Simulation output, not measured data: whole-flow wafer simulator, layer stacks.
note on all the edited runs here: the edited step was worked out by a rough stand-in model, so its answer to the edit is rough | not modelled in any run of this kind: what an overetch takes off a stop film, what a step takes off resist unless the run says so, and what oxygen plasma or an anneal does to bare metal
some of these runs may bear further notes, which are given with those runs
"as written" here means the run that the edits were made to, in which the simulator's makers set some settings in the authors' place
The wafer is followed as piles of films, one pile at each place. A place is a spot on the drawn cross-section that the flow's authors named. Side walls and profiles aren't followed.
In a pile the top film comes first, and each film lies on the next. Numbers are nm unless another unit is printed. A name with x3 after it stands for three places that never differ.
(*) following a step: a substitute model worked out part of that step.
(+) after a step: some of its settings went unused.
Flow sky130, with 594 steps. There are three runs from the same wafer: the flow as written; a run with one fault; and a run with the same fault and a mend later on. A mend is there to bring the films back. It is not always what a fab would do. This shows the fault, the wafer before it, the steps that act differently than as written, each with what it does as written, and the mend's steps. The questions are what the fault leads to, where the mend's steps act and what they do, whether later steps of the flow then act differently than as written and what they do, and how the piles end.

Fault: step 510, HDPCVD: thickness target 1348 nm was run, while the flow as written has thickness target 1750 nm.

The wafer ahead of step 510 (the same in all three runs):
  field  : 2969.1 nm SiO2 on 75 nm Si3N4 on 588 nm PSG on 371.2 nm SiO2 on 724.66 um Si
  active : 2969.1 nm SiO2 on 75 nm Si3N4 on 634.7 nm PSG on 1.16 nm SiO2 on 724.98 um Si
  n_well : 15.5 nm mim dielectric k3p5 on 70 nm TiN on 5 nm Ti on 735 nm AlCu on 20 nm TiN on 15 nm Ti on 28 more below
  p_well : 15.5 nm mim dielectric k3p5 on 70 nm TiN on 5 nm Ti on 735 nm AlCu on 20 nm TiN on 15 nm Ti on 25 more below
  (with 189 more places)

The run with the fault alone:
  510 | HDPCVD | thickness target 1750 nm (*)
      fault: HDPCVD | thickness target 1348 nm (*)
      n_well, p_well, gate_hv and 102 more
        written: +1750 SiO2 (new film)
        fault: +1348 SiO2 (new film)
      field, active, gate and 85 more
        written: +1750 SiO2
        fault: +1348 SiO2
  Steps later in the flow that act otherwise than as written (24 other steps are not shown; they differ only slightly, by no more than 2% or 0.5 nm, whichever is larger):
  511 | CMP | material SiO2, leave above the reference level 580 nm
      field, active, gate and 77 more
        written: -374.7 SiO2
        fault: nothing
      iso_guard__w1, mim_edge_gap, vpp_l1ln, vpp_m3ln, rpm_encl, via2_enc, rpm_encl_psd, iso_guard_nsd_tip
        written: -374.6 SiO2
        fault: nothing
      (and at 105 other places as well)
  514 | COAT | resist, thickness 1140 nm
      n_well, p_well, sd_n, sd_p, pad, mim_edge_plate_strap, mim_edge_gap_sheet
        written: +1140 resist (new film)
        fault: +1112.8 resist (new film)
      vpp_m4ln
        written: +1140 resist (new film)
        fault: +1115 resist (new film)
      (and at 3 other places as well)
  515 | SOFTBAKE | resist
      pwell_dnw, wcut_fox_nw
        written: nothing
        fault: -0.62 resist
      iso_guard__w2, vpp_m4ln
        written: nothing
        fault: -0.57 resist
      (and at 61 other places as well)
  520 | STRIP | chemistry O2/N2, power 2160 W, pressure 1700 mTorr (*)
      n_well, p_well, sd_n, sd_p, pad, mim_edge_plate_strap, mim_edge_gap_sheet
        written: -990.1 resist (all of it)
        fault: -963.3 resist (all of it)
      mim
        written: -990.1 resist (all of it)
        fault: -966.8 resist (all of it)
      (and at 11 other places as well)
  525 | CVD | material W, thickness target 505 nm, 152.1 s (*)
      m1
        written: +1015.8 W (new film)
        fault: +988.2 W (new film)
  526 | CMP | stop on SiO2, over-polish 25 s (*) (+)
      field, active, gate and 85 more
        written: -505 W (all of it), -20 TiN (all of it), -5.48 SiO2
        fault: -505 W (all of it), -0.33 TiN
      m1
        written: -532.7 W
        fault: -505.3 W
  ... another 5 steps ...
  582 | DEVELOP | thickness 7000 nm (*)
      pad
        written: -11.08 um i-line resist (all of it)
        fault: -11.06 um i-line resist (all of it)
  When the end is reached, the piles differ only a little from the flow's at the places that both follow, at most by 2% or 0.5 nm, whichever is larger.

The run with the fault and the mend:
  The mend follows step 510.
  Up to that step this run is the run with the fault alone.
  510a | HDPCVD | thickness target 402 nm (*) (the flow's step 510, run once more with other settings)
      field, active, n_well and 190 more
        +402 SiO2
  Steps later in the flow that act otherwise than as written (21 other steps are not shown; they differ only slightly, by no more than 2% or 0.5 nm, whichever is larger):
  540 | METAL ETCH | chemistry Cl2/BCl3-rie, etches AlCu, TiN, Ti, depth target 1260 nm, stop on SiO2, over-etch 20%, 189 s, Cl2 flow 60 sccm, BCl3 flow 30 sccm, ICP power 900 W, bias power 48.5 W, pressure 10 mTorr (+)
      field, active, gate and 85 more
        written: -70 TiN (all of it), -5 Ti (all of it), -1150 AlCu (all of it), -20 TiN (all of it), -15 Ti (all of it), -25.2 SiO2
        mend: -70 TiN (all of it), -5 Ti (all of it), -1150 AlCu (all of it), -20 TiN (all of it), -15 Ti (all of it), -26 SiO2
  When the end is reached, the piles differ only a little from the flow's at the places that both follow, at most by 2% or 0.5 nm, whichever is larger.
